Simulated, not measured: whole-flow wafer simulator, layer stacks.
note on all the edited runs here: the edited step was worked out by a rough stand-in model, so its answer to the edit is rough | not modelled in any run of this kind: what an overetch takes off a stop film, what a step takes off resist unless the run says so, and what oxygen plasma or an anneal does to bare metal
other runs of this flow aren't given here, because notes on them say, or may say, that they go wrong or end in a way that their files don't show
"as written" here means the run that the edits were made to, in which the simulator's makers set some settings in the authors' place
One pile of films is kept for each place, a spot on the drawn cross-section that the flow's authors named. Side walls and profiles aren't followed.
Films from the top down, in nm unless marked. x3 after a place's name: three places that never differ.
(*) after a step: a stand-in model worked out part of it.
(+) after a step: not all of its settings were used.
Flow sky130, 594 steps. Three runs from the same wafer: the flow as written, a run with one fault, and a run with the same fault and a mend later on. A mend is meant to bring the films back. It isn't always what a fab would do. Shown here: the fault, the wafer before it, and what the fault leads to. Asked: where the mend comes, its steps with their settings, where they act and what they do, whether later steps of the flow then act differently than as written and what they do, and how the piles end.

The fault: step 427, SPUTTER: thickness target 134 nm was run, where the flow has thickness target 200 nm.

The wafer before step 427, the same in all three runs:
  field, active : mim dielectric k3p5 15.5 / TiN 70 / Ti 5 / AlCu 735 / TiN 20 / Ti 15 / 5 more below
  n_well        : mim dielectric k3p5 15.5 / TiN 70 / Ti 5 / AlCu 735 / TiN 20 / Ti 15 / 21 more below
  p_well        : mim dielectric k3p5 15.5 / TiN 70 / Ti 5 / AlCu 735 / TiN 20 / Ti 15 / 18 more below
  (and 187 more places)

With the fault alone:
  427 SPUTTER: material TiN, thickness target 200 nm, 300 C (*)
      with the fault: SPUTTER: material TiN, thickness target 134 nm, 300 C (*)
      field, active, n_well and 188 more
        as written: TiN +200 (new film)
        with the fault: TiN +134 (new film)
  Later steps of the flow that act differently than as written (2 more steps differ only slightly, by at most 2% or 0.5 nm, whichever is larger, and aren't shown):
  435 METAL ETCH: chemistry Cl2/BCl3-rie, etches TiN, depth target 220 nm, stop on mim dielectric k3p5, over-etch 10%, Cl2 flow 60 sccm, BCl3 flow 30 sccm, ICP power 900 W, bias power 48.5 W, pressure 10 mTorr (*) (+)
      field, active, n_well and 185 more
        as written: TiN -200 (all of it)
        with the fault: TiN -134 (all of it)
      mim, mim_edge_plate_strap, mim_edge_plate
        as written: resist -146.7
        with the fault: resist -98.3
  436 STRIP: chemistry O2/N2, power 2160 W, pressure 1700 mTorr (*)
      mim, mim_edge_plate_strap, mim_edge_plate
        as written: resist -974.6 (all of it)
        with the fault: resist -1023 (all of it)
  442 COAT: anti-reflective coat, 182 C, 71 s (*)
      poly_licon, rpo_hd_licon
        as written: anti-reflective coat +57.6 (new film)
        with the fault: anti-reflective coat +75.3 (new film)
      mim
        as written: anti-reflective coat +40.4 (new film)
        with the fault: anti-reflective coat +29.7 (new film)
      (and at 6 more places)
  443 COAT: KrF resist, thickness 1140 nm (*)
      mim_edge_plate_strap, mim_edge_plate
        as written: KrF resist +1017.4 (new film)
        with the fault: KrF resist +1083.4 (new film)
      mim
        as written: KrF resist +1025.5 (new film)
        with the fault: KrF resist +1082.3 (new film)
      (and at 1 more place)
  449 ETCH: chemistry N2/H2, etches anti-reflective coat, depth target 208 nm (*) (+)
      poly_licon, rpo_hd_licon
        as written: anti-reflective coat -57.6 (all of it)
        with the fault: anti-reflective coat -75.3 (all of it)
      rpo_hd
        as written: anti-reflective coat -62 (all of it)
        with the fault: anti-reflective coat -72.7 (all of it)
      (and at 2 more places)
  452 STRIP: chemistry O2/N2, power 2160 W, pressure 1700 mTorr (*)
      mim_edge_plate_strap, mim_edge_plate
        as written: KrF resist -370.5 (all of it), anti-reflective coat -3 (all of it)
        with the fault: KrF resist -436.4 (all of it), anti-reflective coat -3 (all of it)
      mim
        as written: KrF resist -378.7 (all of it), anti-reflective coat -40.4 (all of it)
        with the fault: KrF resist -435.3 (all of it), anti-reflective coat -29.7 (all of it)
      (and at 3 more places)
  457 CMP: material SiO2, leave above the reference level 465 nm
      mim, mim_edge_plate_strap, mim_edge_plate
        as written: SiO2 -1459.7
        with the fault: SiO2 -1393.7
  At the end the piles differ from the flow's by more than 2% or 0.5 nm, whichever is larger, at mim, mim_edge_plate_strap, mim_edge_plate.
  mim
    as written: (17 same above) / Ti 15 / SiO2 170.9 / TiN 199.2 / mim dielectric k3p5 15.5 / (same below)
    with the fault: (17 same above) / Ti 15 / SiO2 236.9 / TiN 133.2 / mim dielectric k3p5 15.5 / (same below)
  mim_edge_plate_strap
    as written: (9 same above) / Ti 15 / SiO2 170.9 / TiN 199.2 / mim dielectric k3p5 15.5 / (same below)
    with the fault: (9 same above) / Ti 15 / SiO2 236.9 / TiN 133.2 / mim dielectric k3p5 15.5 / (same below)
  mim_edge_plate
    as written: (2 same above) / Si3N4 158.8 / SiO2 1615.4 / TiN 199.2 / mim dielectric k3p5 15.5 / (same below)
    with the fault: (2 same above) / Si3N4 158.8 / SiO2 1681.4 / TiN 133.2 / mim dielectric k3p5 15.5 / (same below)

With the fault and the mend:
  The mend comes after step 427.
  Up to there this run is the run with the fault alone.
  427a SPUTTER: material TiN, thickness target 66 nm, 300 C (*) (the flow's step 427 once more, with other settings)
      field, active, n_well and 188 more
        TiN +66
  No later step of the flow acts differently than as written at any place that is followed.
  At the end the piles are the same as the flow's at every place that both follow.
